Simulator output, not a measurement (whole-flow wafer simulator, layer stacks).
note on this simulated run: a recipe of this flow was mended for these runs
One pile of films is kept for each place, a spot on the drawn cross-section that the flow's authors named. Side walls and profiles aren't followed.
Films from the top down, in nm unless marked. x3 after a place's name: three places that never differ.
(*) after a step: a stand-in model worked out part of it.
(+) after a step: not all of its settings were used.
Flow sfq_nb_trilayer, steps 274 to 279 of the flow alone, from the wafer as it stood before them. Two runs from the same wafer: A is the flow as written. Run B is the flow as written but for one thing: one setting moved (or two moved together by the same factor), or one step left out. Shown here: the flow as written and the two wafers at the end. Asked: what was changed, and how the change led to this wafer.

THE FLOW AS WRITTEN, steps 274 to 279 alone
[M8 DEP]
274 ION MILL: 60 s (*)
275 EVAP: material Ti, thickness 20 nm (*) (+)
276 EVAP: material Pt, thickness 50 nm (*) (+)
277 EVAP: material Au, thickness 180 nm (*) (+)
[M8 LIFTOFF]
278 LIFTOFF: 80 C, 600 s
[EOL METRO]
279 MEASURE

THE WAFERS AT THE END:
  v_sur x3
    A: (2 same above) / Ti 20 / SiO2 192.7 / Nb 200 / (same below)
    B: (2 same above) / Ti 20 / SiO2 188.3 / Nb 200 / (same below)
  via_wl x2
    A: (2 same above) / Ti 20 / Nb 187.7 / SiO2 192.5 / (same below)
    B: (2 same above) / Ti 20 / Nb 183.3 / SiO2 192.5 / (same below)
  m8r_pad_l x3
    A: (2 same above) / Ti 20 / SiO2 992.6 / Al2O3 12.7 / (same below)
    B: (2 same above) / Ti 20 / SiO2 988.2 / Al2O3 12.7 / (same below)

The cause: step 274, ION MILL: 96 s was run, where the flow has 60 s.

How the change led to this, step by step:
  274 ION MILL: 60 s (*)
      field_l, v_sur x3, via_v, m8r_pad_l x3: A SiO2 -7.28 | B SiO2 -11.7
      via_wl x2, via_w: A Nb -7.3 | B Nb -11.7
